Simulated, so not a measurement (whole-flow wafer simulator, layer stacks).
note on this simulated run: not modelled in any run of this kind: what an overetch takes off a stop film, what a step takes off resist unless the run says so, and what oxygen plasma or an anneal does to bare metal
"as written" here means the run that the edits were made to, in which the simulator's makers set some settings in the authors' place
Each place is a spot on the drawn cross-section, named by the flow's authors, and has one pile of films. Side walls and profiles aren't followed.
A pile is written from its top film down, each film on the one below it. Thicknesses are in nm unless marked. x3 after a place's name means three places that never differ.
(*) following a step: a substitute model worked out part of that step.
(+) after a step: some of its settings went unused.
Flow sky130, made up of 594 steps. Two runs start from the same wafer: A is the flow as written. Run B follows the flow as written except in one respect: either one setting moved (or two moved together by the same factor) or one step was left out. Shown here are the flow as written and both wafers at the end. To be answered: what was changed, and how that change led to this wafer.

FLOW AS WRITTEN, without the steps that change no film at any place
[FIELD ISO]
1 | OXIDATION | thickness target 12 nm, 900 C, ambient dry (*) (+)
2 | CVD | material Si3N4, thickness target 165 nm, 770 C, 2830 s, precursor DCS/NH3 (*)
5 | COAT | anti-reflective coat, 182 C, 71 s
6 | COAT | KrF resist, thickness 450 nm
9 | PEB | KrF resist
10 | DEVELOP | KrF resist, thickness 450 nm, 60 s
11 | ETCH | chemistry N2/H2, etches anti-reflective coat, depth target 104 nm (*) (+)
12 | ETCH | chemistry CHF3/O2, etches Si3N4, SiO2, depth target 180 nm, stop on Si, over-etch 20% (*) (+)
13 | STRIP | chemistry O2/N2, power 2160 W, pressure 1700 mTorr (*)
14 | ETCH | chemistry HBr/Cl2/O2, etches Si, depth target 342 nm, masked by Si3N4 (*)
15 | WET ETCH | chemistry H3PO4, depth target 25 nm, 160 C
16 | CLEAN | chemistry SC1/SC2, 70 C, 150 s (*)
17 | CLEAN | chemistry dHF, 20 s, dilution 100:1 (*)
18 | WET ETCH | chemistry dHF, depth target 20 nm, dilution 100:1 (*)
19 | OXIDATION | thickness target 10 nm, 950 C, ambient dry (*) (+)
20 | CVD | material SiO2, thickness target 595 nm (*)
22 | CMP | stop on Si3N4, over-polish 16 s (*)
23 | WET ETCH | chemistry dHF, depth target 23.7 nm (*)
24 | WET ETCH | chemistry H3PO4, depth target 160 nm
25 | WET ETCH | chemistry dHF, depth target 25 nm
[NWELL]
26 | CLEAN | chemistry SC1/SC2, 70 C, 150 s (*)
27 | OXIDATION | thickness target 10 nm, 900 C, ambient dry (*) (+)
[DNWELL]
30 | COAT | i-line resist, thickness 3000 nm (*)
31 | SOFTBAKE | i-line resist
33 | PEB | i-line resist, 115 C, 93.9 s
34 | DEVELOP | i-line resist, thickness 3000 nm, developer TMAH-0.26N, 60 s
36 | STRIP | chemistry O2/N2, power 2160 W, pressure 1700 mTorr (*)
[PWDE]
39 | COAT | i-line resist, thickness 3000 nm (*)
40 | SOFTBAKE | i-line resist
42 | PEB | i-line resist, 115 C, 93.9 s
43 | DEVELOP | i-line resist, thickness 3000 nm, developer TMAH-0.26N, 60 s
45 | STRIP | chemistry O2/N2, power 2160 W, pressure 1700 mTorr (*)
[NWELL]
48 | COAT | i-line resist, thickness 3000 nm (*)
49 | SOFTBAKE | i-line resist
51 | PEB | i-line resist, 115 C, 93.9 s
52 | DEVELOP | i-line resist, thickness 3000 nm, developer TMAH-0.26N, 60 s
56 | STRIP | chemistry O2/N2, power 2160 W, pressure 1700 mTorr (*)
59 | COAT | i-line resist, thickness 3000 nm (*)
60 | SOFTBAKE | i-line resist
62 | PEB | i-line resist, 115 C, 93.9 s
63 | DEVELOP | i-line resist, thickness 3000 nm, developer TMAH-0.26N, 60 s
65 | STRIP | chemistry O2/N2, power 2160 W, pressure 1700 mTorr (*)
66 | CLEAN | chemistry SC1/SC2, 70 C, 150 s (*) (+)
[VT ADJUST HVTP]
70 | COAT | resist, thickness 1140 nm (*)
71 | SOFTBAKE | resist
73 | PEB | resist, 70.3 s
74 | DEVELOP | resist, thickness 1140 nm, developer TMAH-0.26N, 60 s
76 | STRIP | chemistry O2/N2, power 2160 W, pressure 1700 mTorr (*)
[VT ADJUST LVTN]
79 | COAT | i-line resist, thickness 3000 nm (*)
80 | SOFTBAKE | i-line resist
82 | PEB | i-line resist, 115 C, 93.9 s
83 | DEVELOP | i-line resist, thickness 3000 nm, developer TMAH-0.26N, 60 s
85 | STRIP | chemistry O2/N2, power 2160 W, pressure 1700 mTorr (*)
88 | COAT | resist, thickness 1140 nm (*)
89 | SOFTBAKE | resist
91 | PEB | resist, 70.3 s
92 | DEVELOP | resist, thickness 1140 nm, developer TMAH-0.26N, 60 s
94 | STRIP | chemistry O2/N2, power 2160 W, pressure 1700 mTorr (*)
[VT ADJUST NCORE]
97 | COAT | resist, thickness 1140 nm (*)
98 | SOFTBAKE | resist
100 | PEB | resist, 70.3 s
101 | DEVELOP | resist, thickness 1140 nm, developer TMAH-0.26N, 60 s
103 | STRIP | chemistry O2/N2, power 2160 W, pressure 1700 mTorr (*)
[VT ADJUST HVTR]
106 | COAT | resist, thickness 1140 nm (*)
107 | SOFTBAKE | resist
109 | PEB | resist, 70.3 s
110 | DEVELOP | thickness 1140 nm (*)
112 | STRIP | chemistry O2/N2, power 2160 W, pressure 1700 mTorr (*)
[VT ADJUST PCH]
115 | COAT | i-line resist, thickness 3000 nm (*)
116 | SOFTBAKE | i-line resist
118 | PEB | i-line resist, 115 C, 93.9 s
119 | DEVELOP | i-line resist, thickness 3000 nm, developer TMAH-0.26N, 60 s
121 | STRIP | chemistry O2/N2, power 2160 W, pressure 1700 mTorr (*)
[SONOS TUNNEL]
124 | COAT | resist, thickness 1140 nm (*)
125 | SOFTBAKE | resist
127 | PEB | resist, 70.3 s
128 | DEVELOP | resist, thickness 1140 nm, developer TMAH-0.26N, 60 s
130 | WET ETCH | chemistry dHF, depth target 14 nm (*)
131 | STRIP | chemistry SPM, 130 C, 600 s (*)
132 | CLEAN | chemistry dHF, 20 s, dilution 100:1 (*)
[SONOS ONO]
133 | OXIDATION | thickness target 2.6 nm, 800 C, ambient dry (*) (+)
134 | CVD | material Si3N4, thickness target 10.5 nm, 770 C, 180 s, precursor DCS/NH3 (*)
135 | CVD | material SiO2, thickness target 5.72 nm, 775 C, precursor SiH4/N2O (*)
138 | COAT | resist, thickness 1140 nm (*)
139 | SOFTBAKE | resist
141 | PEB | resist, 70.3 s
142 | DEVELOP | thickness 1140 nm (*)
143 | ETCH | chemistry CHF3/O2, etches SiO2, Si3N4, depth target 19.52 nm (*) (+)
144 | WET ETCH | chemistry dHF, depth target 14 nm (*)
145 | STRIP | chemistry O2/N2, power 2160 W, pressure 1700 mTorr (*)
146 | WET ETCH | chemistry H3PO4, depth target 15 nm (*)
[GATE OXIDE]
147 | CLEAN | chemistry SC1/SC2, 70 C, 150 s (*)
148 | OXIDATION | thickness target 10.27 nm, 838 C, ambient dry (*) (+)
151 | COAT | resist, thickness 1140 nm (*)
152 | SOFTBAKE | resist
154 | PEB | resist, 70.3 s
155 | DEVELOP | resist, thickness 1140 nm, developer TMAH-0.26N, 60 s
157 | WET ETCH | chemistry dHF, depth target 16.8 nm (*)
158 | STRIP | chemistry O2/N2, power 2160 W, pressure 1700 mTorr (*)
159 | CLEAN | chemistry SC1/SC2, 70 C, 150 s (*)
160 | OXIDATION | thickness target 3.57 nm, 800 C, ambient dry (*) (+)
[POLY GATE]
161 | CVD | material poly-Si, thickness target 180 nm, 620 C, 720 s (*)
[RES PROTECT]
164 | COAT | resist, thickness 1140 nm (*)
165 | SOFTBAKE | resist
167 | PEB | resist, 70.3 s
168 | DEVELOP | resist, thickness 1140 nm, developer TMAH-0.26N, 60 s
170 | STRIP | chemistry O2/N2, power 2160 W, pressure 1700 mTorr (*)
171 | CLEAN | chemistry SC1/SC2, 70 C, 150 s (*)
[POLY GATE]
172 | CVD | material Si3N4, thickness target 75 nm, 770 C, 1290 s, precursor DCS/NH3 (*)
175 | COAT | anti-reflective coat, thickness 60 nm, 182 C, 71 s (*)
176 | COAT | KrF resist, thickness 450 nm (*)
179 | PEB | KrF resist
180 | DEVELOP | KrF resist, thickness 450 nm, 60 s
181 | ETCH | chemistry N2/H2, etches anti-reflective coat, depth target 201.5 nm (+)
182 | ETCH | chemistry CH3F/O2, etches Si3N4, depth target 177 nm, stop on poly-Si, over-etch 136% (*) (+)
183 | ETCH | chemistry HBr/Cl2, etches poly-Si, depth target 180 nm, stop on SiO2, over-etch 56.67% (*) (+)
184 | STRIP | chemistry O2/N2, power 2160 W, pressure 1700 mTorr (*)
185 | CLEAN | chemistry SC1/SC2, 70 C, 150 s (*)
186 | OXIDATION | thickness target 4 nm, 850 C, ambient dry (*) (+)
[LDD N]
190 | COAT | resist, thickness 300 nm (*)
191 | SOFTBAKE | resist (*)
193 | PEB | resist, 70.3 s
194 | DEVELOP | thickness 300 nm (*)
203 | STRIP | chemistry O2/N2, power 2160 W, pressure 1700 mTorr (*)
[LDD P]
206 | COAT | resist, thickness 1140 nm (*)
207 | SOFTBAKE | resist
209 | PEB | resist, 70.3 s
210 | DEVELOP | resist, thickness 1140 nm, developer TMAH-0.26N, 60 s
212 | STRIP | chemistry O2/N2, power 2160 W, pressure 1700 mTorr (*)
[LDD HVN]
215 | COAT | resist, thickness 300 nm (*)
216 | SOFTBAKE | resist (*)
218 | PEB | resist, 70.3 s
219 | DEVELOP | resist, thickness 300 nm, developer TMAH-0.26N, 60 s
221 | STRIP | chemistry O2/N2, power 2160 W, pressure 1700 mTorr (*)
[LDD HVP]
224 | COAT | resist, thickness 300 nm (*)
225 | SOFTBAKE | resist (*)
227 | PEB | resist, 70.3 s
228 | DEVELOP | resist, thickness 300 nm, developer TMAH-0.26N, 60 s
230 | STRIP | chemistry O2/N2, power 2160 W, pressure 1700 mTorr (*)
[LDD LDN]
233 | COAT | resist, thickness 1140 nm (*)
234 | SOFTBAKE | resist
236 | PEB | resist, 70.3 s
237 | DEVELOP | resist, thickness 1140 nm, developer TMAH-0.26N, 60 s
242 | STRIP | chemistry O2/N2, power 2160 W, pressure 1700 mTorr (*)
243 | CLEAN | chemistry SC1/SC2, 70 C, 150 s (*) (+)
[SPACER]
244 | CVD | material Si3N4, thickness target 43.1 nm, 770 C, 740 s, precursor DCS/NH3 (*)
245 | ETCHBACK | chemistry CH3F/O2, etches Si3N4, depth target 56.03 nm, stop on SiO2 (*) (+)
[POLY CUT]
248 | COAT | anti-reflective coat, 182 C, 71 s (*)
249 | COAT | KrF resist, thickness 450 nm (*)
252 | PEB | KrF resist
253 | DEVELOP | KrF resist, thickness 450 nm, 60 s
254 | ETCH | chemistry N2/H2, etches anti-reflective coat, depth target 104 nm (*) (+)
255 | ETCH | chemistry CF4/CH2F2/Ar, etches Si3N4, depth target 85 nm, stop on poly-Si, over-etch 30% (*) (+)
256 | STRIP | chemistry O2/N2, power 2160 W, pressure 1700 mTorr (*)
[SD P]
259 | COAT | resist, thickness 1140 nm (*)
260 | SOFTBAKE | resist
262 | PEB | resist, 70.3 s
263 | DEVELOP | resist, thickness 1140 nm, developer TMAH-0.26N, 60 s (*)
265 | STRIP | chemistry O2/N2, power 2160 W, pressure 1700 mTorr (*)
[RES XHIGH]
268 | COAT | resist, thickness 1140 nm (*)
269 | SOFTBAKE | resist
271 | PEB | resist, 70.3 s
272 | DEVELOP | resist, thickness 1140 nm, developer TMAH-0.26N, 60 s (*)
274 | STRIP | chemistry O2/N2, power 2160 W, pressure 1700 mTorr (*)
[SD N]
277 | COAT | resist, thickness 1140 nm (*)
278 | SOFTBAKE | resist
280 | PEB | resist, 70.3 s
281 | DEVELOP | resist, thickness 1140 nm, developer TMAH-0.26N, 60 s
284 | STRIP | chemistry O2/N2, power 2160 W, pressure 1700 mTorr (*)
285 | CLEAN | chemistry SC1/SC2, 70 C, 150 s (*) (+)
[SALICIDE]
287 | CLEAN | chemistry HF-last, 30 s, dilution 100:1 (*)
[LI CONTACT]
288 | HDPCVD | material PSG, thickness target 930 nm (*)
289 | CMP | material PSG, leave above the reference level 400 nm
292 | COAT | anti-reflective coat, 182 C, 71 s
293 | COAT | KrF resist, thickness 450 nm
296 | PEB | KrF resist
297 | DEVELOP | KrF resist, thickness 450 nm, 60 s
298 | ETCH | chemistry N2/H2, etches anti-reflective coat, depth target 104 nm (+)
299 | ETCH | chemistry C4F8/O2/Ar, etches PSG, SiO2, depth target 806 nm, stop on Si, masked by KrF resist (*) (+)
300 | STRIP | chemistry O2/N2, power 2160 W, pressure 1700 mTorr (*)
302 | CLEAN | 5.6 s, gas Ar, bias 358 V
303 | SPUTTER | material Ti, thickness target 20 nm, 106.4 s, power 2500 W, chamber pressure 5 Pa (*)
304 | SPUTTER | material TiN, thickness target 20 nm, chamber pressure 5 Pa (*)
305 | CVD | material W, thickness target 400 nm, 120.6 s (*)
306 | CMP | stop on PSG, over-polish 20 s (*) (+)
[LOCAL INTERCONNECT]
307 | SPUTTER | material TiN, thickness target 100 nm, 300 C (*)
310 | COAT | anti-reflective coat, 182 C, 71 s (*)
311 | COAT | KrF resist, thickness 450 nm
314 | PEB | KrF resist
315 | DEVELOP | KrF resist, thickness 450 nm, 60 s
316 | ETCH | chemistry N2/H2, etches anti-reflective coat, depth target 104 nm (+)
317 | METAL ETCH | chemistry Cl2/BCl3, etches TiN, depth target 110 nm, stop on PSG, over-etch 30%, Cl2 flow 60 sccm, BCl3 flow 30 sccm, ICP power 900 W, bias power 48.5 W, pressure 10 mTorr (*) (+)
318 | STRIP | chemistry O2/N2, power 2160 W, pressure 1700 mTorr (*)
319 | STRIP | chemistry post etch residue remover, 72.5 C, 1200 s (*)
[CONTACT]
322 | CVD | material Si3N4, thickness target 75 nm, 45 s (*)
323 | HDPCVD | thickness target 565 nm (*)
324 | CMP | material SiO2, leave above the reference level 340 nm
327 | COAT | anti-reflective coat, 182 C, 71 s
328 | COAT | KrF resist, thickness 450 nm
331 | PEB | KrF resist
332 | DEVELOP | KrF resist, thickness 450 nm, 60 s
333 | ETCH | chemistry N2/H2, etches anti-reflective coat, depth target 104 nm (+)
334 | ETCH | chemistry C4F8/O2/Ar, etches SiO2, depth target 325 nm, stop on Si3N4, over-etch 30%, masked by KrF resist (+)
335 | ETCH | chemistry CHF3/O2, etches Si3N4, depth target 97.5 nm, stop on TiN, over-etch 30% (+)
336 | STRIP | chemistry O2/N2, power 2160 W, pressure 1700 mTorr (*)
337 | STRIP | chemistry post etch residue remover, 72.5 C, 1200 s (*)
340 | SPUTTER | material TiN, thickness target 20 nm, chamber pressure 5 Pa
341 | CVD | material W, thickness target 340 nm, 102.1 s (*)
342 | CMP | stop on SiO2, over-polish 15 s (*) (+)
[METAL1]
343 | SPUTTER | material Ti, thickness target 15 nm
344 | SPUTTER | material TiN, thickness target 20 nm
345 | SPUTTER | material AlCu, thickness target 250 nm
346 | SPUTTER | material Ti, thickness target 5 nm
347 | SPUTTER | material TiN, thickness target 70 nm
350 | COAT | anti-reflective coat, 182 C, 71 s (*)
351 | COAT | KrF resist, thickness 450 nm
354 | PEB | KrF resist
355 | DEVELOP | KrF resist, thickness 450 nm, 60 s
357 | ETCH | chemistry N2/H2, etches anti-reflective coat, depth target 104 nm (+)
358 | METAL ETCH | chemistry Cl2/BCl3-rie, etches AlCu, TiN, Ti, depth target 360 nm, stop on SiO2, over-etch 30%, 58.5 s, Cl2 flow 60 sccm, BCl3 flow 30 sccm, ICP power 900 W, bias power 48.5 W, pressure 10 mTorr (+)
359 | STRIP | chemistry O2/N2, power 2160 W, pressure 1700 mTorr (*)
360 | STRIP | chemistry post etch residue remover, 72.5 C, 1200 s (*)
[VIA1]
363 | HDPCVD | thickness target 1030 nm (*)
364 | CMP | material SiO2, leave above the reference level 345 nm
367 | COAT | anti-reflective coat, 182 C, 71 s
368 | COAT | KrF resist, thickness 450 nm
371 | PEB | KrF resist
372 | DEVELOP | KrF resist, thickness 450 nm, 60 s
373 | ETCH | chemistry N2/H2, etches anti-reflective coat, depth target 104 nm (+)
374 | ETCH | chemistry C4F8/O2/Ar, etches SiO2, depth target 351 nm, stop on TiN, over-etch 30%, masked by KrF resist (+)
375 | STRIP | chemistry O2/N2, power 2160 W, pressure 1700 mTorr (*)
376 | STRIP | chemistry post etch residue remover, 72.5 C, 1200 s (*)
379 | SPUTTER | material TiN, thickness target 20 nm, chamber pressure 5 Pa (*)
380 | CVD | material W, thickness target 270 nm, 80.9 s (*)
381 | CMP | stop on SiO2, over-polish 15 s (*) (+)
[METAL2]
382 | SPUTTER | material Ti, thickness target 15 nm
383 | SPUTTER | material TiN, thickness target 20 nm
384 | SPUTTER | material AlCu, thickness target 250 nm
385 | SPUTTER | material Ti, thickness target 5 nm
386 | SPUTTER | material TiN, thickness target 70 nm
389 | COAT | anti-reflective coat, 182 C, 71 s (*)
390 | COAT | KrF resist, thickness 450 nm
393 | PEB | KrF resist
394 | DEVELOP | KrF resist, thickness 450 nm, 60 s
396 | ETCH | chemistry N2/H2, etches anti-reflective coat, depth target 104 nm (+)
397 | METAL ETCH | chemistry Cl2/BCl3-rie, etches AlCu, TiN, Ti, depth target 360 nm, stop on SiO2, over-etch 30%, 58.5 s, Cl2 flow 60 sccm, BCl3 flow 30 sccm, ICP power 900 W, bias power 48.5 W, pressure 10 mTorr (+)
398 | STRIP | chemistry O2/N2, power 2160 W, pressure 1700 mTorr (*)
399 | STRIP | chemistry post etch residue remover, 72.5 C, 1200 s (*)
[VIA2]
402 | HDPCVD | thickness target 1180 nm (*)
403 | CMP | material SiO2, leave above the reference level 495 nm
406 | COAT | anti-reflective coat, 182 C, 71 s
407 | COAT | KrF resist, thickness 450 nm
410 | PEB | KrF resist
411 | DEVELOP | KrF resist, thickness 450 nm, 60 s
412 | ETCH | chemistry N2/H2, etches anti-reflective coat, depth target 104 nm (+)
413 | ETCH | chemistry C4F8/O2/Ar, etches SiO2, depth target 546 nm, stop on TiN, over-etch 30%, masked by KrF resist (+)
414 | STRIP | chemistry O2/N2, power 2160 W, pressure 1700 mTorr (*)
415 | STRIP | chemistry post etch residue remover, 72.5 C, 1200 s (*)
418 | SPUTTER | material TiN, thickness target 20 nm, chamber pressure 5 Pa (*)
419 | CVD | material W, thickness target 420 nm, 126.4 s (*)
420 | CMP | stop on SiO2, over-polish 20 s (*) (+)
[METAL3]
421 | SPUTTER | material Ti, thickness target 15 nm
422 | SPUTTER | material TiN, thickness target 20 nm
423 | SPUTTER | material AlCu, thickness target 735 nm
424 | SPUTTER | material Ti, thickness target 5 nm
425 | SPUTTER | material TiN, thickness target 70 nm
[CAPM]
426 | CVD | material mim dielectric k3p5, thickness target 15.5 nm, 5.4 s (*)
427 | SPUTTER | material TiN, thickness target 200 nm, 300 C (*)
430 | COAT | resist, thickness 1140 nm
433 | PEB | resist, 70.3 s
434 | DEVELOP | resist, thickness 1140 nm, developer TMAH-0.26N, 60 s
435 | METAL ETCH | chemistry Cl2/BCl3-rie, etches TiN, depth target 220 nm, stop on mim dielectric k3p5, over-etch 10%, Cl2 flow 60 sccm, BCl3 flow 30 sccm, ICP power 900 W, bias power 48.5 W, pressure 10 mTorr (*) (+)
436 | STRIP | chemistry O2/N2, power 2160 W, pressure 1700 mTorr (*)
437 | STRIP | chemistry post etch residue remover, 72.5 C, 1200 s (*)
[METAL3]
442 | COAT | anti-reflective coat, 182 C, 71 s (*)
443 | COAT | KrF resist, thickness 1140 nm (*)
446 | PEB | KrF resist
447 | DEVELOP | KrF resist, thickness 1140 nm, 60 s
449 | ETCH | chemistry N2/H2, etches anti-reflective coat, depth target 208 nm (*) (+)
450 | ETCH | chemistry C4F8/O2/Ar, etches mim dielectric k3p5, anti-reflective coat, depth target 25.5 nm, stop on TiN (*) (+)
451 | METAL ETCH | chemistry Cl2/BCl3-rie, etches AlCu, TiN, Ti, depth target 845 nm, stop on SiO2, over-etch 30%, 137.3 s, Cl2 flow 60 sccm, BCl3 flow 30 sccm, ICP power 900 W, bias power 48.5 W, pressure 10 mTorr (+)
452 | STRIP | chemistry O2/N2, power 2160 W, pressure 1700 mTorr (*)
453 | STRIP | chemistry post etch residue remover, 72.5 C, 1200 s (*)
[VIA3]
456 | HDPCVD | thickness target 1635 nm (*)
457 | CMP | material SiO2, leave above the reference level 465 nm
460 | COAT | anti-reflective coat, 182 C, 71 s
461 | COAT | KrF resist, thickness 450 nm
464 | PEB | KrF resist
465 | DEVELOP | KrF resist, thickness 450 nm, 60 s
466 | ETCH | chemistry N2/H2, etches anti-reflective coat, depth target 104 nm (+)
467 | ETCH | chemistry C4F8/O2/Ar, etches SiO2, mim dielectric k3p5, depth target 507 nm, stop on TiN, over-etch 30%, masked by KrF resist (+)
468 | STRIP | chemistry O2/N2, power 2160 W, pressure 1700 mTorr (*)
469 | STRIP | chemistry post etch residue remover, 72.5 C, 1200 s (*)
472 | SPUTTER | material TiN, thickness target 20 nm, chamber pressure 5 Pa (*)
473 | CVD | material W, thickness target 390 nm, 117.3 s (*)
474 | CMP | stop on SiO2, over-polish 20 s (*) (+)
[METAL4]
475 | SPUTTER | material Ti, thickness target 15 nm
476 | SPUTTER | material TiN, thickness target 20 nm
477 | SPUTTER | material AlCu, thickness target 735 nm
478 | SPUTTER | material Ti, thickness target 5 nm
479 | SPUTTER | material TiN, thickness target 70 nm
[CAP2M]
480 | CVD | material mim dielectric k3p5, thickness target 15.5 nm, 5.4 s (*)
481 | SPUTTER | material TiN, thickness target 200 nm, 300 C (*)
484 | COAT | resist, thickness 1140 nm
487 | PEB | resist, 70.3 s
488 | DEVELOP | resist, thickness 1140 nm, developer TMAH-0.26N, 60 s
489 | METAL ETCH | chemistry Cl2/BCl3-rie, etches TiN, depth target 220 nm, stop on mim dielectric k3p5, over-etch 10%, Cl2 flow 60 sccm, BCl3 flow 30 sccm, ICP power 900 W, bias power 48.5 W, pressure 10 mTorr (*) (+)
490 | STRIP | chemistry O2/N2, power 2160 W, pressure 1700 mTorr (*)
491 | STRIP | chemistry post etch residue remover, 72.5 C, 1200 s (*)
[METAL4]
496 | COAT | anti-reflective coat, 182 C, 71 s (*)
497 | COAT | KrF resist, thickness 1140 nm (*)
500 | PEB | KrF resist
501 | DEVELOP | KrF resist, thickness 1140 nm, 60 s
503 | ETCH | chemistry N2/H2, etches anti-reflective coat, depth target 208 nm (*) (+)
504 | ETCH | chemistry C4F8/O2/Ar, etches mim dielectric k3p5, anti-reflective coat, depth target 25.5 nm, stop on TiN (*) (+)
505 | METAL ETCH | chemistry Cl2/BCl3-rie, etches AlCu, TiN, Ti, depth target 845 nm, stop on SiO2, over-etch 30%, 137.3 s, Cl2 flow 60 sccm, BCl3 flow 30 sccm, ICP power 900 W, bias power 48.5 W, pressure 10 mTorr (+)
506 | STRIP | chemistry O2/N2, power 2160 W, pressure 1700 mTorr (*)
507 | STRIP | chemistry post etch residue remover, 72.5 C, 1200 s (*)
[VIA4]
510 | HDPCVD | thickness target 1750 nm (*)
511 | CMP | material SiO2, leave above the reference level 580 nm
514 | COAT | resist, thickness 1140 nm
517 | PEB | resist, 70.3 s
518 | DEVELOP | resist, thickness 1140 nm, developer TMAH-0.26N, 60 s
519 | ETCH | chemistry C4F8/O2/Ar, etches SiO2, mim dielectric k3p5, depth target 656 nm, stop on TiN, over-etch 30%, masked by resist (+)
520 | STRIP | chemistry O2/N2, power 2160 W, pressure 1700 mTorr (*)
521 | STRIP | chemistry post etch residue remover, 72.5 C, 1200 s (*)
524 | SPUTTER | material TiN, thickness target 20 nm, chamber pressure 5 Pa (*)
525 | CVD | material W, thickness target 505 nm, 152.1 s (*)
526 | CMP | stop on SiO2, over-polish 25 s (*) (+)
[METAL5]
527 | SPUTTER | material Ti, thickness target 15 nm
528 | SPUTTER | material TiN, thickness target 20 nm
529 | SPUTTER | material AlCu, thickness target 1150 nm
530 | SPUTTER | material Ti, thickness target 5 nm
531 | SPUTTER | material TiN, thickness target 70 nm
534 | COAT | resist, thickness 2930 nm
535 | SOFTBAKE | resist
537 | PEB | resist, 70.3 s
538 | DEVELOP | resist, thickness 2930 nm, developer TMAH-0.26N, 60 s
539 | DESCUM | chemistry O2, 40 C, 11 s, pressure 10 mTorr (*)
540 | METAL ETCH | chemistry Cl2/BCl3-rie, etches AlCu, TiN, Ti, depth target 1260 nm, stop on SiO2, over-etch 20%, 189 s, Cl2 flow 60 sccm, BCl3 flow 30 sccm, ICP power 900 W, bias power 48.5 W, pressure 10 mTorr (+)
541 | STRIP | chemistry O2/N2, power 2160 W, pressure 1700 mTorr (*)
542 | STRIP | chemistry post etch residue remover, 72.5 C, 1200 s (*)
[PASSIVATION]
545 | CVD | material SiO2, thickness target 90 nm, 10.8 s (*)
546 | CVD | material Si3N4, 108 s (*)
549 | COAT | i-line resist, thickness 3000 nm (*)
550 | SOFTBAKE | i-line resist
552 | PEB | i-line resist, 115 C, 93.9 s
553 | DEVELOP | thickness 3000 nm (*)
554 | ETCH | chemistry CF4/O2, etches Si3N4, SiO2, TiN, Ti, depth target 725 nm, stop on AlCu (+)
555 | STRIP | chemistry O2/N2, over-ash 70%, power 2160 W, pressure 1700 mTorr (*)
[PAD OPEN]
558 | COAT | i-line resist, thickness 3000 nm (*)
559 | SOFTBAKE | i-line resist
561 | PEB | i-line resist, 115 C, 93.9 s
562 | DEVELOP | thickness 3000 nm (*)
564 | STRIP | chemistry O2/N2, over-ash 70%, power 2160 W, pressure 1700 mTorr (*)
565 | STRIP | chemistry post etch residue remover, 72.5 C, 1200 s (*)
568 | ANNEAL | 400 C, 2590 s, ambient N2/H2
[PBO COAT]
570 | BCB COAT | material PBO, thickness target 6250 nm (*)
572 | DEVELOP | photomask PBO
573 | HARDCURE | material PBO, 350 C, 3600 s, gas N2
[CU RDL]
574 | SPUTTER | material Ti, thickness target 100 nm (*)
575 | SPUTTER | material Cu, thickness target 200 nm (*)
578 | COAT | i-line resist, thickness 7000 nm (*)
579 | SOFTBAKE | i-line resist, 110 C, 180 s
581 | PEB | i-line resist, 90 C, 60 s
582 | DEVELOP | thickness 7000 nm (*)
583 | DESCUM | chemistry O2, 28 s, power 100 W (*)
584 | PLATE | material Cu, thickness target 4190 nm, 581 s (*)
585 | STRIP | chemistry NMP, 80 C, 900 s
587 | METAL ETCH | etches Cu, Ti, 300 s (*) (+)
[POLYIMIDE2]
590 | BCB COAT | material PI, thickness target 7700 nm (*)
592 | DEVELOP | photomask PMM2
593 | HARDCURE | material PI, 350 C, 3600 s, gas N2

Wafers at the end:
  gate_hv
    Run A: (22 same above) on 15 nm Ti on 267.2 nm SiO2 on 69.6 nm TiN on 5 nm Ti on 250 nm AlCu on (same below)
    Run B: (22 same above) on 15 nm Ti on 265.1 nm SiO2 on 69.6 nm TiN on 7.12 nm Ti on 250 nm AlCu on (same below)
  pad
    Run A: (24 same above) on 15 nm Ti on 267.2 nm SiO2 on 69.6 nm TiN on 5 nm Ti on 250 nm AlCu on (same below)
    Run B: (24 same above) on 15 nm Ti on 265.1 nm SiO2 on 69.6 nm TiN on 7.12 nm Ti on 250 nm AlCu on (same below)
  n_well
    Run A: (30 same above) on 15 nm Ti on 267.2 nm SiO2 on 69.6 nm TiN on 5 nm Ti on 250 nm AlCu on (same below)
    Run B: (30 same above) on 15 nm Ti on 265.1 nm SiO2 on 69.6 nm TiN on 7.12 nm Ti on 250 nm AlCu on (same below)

Cause: step 346, SPUTTER: thickness target 7.12 nm was run, whereas the flow has thickness target 5 nm.
The wafer itself shows it: gate_hv has Ti 7.12, and step 346 as written asks for 5 nm.

The path from the change to this, step by step:
  346 | SPUTTER | material Ti, thickness target 5 nm
      field, active, n_well and 188 more: A +5 Ti (new film) | B +7.12 Ti (new film)
  358 | METAL ETCH | chemistry Cl2/BCl3-rie, etches AlCu, TiN, Ti, depth target 360 nm, stop on SiO2, over-etch 30%, 58.5 s, Cl2 flow 60 sccm, BCl3 flow 30 sccm, ICP power 900 W, bias power 48.5 W, pressure 10 mTorr (+)
      field, active, gate and 81 more: A -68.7 TiN (all of it), -5 Ti (all of it), -250 AlCu (all of it), -20 TiN (all of it), -15 Ti (all of it), -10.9 SiO2 | B -68.7 TiN (all of it), -7.12 Ti (all of it), -250 AlCu (all of it), -20 TiN (all of it), -15 Ti (all of it), -10.7 SiO2
